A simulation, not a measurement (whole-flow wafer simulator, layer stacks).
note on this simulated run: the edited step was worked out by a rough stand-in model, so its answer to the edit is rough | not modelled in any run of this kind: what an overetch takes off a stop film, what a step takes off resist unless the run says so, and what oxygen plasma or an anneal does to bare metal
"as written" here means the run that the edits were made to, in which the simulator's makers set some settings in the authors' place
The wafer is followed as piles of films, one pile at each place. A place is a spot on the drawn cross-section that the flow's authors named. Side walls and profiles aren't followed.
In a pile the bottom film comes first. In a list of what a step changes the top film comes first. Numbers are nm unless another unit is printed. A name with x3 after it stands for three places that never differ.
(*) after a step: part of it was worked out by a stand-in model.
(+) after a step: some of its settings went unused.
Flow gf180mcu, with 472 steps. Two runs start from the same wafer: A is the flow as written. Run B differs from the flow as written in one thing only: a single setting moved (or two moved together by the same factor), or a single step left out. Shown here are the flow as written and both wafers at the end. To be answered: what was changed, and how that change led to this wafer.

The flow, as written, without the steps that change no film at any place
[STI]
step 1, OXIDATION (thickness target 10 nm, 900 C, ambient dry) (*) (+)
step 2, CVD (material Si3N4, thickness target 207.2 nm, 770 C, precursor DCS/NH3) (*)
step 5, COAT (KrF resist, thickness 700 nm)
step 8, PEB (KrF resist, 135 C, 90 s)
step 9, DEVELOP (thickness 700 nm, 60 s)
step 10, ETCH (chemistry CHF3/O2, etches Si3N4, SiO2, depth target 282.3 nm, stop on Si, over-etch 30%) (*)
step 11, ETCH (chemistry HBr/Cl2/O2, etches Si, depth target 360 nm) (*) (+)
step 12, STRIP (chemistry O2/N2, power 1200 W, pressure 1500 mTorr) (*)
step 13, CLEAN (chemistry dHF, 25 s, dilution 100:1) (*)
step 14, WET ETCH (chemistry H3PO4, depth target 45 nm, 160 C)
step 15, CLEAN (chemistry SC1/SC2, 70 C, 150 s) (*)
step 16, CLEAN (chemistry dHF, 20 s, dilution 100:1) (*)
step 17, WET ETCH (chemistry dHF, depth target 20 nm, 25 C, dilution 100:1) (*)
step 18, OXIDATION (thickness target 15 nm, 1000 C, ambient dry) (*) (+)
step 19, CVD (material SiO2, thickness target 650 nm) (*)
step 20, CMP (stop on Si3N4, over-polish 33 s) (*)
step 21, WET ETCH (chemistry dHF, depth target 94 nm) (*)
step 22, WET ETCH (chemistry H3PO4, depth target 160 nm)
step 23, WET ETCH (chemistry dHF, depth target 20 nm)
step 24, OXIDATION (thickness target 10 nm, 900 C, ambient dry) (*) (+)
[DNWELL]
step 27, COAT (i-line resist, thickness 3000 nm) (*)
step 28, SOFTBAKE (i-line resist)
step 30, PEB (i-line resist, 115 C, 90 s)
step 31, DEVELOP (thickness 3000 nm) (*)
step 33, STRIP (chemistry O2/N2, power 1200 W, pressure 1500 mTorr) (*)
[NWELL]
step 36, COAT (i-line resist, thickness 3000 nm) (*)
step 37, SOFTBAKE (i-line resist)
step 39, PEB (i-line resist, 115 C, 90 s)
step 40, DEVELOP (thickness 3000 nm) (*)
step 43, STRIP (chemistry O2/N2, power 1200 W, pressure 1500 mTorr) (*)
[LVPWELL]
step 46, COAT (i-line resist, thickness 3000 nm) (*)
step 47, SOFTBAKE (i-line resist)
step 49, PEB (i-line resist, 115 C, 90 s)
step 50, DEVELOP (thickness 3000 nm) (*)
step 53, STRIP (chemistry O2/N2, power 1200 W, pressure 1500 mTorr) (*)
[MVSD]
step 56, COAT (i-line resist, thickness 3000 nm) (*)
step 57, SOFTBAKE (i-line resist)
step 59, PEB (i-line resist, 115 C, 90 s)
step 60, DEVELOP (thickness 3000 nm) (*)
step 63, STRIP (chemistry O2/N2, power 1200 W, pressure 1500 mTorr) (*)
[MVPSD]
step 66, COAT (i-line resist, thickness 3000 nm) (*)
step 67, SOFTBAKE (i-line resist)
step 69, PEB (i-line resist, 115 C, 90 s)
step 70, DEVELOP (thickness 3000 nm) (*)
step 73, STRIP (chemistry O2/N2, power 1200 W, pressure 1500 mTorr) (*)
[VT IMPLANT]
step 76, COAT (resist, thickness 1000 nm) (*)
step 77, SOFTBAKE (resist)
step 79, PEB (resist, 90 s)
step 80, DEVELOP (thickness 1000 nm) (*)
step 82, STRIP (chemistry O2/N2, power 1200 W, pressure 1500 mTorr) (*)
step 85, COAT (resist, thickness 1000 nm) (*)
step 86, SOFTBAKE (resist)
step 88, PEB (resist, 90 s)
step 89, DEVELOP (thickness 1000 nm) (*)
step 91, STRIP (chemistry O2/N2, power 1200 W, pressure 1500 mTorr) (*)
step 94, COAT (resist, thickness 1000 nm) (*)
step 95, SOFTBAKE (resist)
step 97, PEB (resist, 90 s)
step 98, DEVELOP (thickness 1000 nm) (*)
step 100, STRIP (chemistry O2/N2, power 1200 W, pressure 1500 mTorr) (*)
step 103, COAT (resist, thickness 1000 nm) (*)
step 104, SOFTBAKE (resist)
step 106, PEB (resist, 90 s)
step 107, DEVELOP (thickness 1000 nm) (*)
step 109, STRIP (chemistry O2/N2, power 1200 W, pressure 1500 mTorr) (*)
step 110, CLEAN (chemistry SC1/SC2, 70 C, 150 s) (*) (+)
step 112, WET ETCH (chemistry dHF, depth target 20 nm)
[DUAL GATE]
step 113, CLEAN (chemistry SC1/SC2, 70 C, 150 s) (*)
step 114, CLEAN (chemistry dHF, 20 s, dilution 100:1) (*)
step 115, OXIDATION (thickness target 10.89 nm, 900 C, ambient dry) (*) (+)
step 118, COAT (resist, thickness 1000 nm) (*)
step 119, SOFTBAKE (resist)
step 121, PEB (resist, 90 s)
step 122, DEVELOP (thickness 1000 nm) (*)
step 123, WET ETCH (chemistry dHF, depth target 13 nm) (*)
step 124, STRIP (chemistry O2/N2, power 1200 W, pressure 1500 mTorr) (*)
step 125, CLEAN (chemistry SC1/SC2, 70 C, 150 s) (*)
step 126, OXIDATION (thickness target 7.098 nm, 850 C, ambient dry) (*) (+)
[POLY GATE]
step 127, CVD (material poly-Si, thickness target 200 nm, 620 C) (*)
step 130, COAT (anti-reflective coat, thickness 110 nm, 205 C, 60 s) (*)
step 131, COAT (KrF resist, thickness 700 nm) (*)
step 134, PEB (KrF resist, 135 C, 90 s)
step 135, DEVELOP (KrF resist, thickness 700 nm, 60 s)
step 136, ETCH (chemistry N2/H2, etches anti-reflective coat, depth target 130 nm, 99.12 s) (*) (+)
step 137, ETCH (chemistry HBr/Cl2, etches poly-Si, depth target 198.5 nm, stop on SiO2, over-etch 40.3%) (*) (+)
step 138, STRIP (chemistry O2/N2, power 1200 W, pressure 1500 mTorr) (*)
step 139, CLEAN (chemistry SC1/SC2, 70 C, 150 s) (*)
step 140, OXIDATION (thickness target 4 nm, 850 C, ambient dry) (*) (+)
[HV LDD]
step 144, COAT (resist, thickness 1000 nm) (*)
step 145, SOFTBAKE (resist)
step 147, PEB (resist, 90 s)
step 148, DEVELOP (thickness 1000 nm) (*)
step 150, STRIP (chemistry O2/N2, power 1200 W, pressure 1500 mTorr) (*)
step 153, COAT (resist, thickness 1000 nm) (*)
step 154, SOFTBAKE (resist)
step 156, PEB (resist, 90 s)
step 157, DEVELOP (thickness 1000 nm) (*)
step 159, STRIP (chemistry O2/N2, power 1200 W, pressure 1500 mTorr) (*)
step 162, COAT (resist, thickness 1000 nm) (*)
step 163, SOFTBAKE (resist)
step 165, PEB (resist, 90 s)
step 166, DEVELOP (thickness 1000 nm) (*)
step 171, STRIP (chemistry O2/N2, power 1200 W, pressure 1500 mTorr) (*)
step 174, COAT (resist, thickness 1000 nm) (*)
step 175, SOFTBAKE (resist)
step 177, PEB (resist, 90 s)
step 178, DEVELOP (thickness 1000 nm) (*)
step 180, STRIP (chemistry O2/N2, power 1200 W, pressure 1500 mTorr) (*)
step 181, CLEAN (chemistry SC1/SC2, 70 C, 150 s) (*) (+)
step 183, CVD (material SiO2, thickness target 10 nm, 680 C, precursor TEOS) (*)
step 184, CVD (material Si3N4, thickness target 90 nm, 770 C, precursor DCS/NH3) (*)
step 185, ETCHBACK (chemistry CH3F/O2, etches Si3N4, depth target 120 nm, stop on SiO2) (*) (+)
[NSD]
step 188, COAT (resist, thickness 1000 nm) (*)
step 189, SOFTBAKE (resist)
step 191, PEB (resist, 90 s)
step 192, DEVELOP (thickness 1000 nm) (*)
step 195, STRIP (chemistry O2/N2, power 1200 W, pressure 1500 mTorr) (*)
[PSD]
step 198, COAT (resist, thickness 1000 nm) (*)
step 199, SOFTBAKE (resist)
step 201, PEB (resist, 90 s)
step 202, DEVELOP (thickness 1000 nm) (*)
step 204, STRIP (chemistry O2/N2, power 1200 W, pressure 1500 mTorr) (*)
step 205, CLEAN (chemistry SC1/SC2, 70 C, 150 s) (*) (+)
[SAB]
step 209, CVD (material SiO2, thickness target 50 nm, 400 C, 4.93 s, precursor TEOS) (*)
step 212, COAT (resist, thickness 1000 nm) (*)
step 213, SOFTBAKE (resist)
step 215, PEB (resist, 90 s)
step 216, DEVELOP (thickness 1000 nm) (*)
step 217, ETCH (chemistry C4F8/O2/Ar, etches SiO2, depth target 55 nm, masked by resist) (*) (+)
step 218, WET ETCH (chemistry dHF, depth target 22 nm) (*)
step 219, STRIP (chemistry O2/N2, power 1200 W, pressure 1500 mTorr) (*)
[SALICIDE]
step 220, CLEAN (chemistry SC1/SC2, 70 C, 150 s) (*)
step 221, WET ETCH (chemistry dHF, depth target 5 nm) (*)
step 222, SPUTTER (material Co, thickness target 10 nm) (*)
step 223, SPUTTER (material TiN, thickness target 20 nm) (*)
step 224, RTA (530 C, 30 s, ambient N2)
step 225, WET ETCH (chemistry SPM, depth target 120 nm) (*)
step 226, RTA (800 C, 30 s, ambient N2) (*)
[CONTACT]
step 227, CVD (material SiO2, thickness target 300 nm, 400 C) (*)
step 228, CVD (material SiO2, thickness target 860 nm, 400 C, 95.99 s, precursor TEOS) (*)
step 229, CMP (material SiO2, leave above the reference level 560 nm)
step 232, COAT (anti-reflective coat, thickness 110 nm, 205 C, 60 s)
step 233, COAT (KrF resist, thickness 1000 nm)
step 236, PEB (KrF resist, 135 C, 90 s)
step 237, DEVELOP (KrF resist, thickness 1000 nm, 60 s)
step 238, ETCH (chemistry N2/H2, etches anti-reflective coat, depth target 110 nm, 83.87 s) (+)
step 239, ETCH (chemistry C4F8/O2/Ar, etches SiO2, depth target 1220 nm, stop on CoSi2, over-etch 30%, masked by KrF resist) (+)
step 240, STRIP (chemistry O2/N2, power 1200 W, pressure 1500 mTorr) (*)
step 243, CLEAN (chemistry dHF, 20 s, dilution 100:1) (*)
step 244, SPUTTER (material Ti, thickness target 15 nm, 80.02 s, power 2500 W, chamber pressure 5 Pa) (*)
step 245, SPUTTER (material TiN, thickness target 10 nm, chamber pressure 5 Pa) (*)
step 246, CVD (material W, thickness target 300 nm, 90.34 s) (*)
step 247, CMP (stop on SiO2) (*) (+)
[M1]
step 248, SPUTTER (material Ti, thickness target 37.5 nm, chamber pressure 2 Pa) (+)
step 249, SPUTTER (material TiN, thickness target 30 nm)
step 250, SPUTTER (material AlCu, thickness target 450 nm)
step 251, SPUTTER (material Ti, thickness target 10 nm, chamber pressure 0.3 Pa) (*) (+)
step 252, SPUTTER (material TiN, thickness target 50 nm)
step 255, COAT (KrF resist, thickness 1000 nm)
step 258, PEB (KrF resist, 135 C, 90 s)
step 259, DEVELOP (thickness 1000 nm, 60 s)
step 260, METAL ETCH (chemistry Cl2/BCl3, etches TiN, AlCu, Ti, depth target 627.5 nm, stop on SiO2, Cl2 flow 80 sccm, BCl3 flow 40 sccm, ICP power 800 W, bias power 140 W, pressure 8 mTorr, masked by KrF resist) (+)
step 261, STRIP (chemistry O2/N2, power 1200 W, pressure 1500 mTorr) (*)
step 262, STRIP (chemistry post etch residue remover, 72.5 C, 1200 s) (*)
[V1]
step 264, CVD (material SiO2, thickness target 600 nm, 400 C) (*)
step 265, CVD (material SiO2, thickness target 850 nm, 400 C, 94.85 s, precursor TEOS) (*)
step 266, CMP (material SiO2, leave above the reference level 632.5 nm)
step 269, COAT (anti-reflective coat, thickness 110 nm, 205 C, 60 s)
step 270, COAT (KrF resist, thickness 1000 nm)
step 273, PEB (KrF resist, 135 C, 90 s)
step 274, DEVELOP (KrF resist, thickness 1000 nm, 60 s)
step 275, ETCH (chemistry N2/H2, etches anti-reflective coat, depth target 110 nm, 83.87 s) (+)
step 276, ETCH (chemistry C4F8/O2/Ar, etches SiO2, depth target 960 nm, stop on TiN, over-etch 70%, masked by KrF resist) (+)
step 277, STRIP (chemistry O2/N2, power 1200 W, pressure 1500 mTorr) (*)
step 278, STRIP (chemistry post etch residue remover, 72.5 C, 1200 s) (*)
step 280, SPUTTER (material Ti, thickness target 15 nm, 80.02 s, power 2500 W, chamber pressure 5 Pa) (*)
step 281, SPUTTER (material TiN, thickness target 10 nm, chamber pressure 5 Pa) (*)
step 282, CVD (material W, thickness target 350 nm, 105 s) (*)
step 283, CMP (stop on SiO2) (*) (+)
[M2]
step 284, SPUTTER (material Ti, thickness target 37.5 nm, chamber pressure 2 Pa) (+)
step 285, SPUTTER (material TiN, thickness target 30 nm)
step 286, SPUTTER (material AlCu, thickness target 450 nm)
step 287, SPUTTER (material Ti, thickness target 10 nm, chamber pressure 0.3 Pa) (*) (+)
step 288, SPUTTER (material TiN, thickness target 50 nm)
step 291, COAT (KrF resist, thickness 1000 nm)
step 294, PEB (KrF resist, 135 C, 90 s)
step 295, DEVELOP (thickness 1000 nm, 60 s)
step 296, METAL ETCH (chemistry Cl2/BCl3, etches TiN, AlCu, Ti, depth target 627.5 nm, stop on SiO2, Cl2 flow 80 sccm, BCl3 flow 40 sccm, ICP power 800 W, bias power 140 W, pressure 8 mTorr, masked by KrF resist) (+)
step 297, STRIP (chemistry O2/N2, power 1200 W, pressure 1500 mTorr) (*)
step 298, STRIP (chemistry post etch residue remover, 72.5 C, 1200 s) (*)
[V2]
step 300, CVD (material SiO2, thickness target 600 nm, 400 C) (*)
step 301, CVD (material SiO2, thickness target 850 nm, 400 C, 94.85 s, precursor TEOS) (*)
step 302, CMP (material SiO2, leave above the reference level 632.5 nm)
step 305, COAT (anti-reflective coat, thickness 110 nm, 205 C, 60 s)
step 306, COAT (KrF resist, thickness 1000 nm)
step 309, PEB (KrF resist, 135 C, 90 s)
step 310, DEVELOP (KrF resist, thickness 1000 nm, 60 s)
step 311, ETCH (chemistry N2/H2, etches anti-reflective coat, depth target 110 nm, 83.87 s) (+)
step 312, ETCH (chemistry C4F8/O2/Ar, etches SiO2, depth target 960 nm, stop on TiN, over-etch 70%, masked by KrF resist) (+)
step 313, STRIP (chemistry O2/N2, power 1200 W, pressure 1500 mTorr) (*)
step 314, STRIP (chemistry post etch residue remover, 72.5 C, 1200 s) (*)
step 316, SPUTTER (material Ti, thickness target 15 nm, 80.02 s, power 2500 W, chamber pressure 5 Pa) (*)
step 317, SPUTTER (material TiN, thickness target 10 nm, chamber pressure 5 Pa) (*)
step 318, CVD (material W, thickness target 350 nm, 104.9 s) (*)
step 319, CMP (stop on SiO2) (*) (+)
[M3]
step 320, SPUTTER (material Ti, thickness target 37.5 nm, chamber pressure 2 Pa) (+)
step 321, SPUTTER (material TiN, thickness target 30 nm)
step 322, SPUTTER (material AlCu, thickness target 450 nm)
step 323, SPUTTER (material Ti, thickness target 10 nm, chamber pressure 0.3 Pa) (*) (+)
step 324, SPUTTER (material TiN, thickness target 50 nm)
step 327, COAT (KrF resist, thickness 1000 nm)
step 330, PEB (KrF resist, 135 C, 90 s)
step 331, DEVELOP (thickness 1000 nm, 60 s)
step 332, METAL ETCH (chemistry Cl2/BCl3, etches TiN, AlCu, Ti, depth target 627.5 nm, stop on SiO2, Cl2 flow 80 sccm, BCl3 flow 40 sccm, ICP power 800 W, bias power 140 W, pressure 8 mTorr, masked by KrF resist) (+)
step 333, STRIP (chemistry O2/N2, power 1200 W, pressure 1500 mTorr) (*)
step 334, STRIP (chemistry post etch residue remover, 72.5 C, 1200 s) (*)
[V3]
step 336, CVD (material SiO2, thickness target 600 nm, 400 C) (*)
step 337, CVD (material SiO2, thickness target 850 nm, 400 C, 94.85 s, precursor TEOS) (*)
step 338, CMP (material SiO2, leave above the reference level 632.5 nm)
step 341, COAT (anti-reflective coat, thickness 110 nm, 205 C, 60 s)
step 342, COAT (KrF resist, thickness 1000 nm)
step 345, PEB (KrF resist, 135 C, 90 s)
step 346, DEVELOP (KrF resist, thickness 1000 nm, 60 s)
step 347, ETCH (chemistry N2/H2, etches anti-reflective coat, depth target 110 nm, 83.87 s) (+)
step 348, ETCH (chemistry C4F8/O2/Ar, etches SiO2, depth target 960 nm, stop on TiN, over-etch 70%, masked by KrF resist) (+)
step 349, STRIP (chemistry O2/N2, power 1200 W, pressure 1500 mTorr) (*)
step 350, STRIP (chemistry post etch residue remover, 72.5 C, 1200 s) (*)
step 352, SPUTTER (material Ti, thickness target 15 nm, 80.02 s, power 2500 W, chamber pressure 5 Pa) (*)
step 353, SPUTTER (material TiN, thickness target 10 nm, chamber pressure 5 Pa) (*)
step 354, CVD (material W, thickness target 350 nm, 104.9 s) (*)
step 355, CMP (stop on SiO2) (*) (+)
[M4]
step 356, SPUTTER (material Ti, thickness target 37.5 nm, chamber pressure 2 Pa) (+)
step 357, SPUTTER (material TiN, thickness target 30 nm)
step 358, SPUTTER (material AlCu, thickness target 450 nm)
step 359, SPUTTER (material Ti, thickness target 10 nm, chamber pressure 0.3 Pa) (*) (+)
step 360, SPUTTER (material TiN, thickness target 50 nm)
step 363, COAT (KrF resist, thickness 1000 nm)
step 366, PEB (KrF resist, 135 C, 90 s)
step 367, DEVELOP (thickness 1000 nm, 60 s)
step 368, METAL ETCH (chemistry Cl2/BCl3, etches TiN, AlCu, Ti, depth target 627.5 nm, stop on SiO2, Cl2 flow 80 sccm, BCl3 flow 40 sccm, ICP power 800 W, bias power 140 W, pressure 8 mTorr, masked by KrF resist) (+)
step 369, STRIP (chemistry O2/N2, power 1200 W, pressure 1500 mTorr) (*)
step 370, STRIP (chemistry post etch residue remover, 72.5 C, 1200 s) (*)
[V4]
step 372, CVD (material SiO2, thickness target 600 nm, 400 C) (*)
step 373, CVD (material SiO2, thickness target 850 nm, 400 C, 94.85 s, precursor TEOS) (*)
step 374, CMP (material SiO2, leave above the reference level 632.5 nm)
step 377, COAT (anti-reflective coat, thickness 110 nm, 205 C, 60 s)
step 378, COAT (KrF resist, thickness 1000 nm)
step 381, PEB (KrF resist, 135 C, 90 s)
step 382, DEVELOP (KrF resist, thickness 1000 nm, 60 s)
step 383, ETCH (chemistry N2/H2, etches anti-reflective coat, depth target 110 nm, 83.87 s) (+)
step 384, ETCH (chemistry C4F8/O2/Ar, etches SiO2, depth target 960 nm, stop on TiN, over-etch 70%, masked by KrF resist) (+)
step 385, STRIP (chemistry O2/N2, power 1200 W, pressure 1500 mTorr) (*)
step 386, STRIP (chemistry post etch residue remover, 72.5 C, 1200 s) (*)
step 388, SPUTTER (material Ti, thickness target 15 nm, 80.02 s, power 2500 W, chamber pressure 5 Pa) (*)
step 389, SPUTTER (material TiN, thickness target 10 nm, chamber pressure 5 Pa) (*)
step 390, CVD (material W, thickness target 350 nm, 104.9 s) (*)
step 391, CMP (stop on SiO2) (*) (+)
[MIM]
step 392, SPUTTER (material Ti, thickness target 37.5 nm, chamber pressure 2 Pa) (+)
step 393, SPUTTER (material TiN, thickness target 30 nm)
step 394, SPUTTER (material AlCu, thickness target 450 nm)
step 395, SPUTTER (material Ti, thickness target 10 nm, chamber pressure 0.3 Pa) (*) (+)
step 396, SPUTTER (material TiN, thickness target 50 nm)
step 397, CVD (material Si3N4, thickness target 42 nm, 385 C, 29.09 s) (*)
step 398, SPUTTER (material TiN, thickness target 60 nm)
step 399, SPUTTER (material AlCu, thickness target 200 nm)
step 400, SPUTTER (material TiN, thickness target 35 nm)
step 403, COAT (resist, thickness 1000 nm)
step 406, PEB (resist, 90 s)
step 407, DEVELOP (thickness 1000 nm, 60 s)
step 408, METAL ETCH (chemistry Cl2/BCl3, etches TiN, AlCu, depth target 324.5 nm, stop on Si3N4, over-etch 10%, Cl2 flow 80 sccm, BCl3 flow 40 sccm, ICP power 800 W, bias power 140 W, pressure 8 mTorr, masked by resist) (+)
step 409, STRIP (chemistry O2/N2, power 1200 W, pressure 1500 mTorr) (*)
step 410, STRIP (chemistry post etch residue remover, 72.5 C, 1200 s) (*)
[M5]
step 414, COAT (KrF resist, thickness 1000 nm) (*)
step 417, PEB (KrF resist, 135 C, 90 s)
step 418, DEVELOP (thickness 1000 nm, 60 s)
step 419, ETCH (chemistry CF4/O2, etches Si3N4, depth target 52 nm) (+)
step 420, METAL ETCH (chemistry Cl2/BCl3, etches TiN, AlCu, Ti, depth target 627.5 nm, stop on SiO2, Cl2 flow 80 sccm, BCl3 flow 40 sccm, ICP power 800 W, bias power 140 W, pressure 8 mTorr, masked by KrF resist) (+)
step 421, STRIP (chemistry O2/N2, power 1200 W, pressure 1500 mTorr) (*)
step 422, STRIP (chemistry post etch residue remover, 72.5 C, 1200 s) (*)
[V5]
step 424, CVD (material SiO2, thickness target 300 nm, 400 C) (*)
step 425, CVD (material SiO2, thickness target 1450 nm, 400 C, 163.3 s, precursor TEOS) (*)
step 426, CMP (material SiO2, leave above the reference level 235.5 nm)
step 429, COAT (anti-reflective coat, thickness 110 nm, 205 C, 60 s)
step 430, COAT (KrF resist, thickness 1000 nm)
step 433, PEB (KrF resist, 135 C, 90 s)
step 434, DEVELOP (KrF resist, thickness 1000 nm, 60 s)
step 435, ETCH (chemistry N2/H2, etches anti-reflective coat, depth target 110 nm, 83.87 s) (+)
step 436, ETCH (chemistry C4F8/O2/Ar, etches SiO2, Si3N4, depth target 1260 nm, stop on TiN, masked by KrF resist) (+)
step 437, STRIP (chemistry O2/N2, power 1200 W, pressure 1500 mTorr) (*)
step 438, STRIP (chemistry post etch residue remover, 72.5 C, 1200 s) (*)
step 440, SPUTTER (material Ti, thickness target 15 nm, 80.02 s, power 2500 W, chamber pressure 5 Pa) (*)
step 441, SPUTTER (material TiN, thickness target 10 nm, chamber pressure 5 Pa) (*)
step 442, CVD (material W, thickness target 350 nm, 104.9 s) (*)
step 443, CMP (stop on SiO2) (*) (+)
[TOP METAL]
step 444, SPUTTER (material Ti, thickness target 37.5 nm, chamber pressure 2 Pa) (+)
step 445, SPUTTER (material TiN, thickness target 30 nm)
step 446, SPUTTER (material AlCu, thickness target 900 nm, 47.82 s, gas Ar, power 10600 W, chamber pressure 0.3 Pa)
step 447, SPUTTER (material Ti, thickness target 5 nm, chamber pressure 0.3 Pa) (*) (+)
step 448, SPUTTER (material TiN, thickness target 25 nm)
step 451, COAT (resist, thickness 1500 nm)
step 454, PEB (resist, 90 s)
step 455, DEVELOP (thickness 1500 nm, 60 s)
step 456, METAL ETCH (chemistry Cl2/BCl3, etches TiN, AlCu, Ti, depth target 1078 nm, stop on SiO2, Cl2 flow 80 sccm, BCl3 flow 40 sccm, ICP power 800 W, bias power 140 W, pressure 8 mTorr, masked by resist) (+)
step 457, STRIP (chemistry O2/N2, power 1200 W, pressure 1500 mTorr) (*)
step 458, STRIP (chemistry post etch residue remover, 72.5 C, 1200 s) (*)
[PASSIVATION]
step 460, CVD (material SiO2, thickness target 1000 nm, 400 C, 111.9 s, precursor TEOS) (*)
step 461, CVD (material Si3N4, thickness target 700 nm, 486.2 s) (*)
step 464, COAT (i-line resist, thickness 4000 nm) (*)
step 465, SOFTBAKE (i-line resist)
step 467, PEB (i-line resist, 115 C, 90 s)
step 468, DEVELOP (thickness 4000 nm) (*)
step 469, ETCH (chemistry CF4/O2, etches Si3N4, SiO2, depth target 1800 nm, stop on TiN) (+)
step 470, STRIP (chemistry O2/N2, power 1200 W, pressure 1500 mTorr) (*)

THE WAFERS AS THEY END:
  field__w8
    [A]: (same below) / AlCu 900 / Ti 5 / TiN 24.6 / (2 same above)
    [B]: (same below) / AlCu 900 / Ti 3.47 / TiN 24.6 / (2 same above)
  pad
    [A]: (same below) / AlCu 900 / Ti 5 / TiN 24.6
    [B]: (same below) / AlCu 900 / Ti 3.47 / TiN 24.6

The reason: step 447, SPUTTER: thickness target 3.47 nm was run, whereas the flow has thickness target 5 nm.
One can read it off the wafer: field__w8 has Ti 3.47, and step 447 as written asks for 5 nm.

The path from the change to this, step by step:
  step 447, SPUTTER (material Ti, thickness target 5 nm, chamber pressure 0.3 Pa) (*) (+)
      field, field__w1, field__w2 and 109 more: A +5 Ti (new film) | B +3.47 Ti (new film)
  step 456, METAL ETCH (chemistry Cl2/BCl3, etches TiN, AlCu, Ti, depth target 1078 nm, stop on SiO2, Cl2 flow 80 sccm, BCl3 flow 40 sccm, ICP power 800 W, bias power 140 W, pressure 8 mTorr, masked by resist) (+)
      field, field__w1, field__w2 and 103 more: A -25 TiN (all of it), -5 Ti (all of it), -900 AlCu (all of it), -30 TiN (all of it), -37.5 Ti (all of it) | B -25 TiN (all of it), -3.47 Ti (all of it), -900 AlCu (all of it), -30 TiN (all of it), -37.5 Ti (all of it)
